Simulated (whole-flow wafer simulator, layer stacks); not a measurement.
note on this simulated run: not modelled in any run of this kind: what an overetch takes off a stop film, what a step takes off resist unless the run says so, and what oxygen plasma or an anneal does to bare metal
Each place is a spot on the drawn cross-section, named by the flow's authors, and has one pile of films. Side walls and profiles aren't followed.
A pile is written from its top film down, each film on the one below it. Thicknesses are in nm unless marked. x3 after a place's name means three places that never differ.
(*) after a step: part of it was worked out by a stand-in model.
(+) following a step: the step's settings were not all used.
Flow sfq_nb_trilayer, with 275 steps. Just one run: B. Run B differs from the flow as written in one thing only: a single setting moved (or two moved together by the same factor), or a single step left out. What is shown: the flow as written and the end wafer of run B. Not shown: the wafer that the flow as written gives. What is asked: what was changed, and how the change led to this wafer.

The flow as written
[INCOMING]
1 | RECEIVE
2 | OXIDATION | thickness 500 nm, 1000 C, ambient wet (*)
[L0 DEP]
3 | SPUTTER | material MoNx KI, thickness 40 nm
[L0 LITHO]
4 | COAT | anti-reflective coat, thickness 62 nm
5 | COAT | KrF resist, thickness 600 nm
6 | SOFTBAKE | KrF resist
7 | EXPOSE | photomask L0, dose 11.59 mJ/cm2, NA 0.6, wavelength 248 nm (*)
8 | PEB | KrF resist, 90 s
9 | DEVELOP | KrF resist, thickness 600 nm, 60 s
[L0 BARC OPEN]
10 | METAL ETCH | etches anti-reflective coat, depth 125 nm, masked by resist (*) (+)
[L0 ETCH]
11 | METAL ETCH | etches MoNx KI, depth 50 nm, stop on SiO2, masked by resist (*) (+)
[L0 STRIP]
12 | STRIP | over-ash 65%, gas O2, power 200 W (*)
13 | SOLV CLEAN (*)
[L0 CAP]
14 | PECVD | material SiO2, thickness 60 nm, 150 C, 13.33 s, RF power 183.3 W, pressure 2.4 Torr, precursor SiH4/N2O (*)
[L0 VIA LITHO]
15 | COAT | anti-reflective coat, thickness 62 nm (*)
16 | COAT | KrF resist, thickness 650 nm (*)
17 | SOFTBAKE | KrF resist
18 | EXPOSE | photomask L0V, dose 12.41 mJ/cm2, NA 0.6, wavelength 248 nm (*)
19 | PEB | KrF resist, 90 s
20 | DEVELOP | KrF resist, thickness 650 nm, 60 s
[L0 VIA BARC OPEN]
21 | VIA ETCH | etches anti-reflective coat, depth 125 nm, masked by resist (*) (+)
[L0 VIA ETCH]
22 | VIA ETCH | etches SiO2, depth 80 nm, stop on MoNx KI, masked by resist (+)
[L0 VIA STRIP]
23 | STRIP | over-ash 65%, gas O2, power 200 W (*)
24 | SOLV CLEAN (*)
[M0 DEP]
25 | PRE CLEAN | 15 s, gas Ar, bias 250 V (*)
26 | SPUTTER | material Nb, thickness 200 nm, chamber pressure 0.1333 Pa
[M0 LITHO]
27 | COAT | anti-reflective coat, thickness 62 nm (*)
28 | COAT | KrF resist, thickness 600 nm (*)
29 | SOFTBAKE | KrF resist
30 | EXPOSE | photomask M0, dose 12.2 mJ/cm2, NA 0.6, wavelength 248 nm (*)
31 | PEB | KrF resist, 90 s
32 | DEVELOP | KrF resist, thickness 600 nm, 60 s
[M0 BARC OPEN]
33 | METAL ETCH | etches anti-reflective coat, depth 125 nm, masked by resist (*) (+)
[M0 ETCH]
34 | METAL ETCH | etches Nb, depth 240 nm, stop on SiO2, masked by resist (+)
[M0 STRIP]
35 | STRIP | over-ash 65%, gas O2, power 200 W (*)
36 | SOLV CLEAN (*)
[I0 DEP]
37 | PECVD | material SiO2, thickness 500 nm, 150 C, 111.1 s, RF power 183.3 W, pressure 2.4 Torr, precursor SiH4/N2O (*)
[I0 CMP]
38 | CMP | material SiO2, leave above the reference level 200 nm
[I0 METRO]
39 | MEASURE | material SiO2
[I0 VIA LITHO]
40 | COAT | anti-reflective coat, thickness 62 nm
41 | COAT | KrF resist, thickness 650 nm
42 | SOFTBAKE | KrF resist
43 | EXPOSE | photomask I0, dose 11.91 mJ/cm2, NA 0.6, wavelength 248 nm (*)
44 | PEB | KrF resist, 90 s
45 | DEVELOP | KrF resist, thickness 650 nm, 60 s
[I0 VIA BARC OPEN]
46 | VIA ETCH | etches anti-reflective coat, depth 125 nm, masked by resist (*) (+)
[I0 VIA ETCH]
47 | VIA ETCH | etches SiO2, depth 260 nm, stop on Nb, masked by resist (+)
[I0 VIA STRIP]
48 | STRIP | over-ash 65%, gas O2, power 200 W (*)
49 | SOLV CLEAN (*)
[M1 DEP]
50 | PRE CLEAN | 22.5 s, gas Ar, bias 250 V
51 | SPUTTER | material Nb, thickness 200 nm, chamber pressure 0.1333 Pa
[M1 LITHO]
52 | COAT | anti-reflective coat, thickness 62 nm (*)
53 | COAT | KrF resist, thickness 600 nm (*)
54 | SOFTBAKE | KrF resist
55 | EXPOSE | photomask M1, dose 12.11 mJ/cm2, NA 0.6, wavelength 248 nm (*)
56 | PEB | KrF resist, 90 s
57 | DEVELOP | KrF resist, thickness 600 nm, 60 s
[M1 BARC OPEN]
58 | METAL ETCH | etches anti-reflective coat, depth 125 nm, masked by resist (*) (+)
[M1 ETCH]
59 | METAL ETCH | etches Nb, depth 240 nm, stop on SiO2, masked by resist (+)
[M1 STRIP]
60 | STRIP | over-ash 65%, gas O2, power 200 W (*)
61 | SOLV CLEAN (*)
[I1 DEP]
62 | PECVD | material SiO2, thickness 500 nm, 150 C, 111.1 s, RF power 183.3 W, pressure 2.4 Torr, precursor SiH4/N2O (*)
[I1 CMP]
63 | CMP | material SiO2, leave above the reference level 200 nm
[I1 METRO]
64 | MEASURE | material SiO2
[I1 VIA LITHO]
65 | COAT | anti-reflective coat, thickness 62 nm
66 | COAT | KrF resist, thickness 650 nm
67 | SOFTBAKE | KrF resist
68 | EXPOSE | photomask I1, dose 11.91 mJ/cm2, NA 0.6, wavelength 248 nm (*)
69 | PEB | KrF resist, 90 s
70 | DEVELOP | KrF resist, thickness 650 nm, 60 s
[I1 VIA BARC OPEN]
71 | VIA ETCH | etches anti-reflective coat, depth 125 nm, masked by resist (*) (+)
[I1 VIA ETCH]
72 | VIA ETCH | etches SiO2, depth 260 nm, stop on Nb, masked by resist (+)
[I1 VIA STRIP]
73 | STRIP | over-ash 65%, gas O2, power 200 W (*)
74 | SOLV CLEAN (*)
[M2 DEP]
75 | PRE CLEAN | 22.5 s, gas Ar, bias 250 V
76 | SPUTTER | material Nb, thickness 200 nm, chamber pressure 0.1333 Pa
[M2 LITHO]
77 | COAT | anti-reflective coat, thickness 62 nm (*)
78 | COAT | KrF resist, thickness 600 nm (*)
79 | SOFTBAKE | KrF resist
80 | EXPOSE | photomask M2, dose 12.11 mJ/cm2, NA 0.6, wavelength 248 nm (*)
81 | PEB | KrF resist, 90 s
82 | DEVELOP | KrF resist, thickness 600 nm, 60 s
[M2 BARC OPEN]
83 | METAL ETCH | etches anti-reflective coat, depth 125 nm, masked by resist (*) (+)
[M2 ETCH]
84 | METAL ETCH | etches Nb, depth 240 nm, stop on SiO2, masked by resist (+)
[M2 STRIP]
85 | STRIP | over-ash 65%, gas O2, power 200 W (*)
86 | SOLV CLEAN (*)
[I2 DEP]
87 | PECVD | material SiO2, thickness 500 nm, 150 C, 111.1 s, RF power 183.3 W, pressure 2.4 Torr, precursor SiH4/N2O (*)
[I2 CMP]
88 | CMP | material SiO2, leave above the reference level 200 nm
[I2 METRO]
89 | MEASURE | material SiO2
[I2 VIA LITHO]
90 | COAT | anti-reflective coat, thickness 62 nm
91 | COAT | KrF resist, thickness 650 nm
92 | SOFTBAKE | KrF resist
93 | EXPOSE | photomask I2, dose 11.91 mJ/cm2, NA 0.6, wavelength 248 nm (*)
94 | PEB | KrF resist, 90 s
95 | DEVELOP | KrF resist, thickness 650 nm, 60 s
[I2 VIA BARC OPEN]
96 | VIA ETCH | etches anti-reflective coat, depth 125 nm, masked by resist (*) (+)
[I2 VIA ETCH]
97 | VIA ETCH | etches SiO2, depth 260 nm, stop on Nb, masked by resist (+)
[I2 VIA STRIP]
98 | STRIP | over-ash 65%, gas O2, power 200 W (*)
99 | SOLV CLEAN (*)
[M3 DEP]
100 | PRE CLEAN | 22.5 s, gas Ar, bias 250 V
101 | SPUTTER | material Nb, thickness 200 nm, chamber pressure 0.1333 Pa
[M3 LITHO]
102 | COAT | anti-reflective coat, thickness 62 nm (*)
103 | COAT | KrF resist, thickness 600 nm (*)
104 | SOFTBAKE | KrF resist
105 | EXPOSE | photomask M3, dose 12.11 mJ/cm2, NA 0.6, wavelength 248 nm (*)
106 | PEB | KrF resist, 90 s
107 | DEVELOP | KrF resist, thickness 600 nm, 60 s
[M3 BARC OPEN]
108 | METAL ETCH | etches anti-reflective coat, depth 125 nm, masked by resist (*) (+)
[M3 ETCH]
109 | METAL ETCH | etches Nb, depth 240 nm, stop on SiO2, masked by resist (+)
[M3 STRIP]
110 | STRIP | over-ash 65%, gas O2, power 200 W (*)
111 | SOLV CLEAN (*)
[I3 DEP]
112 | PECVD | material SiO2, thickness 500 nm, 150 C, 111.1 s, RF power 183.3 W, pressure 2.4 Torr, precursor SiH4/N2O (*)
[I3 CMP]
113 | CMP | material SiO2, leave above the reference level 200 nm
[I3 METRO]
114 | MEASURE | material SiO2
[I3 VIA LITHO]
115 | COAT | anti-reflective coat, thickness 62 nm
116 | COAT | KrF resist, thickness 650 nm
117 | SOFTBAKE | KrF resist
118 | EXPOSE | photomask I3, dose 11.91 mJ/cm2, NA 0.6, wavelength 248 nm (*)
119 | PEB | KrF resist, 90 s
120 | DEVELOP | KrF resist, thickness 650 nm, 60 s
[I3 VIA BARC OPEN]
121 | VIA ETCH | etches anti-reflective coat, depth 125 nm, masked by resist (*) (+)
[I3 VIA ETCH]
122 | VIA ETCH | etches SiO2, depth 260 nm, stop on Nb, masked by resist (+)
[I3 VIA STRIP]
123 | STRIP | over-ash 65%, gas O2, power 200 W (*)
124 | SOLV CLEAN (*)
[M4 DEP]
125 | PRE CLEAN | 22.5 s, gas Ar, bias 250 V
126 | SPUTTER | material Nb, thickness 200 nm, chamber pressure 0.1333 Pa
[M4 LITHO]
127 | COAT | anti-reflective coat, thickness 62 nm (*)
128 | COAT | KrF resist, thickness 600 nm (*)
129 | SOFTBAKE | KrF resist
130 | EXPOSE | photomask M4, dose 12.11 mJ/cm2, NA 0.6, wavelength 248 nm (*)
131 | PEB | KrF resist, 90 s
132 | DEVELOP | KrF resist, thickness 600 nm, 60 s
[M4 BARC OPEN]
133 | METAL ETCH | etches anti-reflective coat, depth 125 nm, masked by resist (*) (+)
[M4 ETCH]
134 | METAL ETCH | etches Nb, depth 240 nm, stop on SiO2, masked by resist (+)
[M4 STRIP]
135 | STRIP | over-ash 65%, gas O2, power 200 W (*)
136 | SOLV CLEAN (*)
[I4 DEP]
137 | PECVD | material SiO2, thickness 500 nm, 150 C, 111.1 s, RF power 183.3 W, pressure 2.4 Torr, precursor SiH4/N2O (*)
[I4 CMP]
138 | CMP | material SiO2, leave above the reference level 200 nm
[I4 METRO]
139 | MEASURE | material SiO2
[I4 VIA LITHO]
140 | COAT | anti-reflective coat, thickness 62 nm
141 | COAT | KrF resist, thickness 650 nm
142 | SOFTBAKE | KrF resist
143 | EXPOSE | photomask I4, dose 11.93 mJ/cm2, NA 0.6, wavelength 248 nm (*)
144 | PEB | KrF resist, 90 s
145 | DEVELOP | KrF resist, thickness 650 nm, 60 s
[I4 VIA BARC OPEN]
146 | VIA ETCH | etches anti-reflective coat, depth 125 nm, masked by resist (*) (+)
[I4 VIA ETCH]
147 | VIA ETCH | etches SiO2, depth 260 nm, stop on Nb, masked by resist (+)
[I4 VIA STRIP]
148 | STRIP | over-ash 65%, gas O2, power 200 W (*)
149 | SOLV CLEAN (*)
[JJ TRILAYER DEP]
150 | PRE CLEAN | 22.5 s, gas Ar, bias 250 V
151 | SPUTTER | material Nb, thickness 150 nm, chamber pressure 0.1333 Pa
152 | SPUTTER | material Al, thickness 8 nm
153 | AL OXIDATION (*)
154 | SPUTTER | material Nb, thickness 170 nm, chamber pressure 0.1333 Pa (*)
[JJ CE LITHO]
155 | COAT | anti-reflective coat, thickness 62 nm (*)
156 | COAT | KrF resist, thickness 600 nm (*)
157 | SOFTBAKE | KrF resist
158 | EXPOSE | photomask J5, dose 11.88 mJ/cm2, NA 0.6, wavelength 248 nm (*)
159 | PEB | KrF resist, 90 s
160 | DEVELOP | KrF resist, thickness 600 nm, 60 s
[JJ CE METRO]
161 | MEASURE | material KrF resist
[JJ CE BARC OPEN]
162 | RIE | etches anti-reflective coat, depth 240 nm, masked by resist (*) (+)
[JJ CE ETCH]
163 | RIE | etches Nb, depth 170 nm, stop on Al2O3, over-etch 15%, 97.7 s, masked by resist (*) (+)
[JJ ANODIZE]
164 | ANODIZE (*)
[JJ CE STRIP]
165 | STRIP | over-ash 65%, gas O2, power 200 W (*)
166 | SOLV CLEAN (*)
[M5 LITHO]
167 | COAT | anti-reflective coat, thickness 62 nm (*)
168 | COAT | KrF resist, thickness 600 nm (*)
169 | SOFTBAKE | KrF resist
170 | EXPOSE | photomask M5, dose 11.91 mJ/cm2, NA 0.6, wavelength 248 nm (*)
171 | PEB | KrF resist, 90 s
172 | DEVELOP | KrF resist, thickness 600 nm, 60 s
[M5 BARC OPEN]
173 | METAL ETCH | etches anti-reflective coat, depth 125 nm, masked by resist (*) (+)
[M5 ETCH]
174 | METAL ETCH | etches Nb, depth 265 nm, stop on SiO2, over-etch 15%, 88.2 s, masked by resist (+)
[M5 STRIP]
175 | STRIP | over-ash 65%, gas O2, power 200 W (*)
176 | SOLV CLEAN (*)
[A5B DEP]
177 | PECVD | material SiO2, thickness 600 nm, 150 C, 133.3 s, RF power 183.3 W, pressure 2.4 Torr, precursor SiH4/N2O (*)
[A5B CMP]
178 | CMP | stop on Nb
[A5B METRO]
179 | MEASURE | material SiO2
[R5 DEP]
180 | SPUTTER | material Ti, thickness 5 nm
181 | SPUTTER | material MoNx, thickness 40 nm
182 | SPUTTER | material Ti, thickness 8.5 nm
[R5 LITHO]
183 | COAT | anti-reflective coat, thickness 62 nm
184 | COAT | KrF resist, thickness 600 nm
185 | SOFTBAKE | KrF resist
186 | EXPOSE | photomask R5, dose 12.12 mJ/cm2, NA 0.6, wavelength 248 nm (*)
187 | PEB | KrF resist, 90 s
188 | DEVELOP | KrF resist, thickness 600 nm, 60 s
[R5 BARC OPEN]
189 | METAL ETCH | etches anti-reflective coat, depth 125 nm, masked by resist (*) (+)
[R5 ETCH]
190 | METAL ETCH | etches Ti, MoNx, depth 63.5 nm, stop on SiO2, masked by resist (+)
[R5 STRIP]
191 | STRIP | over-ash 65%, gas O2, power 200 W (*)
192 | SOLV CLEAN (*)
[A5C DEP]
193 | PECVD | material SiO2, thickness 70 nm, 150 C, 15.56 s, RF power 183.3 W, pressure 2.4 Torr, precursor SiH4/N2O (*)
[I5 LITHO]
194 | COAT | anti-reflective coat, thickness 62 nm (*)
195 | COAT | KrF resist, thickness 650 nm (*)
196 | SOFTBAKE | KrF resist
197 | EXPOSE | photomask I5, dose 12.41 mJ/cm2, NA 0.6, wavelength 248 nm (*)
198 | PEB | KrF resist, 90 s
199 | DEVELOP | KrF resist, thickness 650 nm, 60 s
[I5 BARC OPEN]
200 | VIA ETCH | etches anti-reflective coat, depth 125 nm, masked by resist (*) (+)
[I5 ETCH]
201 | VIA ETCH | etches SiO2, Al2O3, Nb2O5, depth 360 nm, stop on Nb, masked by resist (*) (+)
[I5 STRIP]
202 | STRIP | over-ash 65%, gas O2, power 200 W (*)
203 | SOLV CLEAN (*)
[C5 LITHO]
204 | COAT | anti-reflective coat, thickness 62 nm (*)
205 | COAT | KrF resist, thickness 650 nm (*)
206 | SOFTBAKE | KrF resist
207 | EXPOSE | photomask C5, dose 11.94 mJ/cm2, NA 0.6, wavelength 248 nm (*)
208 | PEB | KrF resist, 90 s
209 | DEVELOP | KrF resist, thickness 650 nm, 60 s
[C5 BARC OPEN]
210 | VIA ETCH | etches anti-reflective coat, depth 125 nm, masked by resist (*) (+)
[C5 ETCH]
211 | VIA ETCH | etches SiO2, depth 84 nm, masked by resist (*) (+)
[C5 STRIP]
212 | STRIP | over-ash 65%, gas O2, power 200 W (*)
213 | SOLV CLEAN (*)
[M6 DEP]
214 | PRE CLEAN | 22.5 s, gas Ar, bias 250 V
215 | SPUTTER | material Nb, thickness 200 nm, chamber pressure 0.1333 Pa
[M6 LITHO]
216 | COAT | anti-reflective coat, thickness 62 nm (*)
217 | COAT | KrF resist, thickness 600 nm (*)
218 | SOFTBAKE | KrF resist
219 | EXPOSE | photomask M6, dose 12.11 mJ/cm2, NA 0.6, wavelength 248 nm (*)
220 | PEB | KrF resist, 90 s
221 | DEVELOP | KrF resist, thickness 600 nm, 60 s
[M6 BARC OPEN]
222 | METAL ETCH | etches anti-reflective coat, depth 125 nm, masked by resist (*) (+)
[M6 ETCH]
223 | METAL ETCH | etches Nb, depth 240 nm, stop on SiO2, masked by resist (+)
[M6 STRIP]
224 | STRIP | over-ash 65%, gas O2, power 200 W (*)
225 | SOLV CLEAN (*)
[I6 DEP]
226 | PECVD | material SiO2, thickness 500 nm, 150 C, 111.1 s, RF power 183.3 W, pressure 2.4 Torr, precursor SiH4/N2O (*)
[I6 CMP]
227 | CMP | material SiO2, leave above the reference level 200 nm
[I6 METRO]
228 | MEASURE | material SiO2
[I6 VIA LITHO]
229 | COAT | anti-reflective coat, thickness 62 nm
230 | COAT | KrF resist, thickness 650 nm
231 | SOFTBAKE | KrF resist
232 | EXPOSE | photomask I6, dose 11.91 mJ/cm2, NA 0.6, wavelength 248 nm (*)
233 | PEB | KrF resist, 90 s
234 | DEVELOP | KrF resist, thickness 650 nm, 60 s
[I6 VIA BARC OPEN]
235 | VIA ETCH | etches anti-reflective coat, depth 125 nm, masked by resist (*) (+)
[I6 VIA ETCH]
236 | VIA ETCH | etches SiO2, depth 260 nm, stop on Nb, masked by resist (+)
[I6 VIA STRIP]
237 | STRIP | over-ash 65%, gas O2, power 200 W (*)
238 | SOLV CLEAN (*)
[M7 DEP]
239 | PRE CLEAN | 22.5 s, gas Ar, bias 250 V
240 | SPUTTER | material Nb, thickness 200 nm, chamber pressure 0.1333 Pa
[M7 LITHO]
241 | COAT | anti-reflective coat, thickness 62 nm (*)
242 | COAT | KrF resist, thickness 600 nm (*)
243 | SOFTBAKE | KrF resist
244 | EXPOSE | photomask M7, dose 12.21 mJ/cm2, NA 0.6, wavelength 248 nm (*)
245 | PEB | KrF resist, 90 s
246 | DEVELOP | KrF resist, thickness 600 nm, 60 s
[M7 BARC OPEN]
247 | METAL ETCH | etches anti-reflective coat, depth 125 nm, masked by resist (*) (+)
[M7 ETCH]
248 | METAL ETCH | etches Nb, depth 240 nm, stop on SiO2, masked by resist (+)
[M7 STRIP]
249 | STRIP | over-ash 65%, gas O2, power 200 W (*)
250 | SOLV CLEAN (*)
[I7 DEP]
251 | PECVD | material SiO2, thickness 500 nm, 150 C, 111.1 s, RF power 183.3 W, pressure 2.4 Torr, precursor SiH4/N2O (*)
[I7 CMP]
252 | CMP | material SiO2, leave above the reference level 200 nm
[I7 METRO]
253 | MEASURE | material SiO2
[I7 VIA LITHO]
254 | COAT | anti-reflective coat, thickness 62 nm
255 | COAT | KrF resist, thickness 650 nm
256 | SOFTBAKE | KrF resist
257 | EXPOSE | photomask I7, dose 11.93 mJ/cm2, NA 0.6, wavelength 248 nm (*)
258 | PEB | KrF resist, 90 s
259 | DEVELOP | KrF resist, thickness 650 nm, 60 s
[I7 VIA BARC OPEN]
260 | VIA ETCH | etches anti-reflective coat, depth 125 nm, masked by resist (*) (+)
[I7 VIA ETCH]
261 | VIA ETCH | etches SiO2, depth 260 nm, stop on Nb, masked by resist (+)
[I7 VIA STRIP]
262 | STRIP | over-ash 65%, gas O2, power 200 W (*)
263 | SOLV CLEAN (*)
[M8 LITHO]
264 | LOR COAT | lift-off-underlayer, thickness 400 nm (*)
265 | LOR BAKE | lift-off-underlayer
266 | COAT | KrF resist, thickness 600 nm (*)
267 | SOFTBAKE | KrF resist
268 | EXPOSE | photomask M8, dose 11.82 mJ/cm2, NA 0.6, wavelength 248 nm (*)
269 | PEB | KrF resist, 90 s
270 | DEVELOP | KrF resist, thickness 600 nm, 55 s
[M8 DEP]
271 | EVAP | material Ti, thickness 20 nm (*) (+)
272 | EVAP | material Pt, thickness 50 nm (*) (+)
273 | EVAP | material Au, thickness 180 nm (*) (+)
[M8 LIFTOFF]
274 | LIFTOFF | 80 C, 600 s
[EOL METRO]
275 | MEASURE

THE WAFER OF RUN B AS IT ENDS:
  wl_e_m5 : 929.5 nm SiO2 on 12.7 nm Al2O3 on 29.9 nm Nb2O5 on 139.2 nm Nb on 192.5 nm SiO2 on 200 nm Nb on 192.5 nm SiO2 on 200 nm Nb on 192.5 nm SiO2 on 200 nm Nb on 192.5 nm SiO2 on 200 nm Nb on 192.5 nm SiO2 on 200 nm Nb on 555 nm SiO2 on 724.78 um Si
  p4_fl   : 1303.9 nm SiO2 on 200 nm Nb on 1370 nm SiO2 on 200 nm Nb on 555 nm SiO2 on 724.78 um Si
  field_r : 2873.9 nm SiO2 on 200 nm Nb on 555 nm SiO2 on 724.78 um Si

The reason: step 215, SPUTTER: thickness 128 nm was run, whereas the flow has thickness 200 nm.

Step by step, how the change led to this:
  215 | SPUTTER | material Nb, thickness 200 nm, chamber pressure 0.1333 Pa
      field_l, v_sur, via_wl and 100 more: +128 Nb (new film) (in the flow as written it would be: +200 Nb (new film))
      be: +94.7 Nb (in the flow as written it would be: +147.3 Nb)
      (as well as at 2 more places)
  216 | COAT | anti-reflective coat, thickness 62 nm (*)
      be: +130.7 anti-reflective coat (new film) (in the flow as written it would be: +136.7 anti-reflective coat (new film))
      be_sur: +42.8 anti-reflective coat (new film) (in the flow as written it would be: +43.8 anti-reflective coat (new film))
  223 | METAL ETCH | etches Nb, depth 240 nm, stop on SiO2, masked by resist (+)
      field_l, gap, moat and 76 more: -128 Nb (all of it) (in the flow as written it would be: -200 Nb (all of it))
      v_sur, via_wl, via_w and 24 more: -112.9 KrF resist (in the flow as written it would be: -141.2 KrF resist)
  224 | STRIP | over-ash 65%, gas O2, power 200 W (*)
      wl_j_sl, wl_j_sr: -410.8 KrF resist (all of it), -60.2 anti-reflective coat (all of it) (in the flow as written it would be: -382.5 KrF resist (all of it), -60.2 anti-reflective coat (all of it))
      wl_c_m6, wl_f_m6: -410.5 KrF resist (all of it), -62 anti-reflective coat (all of it) (in the flow as written it would be: -382.3 KrF resist (all of it), -62 anti-reflective coat (all of it))
      (as well as at 23 more places)
  226 | PECVD | material SiO2, thickness 500 nm, 150 C, 111.1 s, RF power 183.3 W, pressure 2.4 Torr, precursor SiH4/N2O (*)
      gap, wl_a_sl, m6r_space_l, m6r_space_r: +500 SiO2 (in the flow as written it would be: +557.1 SiO2)
      be: +666.3 SiO2 (new film) (in the flow as written it would be: +693.5 SiO2 (new film))
  227 | CMP | material SiO2, leave above the reference level 200 nm
      field_l, p4_fl, p4_fm and 59 more: -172 SiO2 (in the flow as written it would be: -100 SiO2)
      moat, field_r, lsp_l, ln_m5, lsp_m: -172 SiO2 (in the flow as written it would be: -93.6 SiO2)
      (as well as at 13 more places)
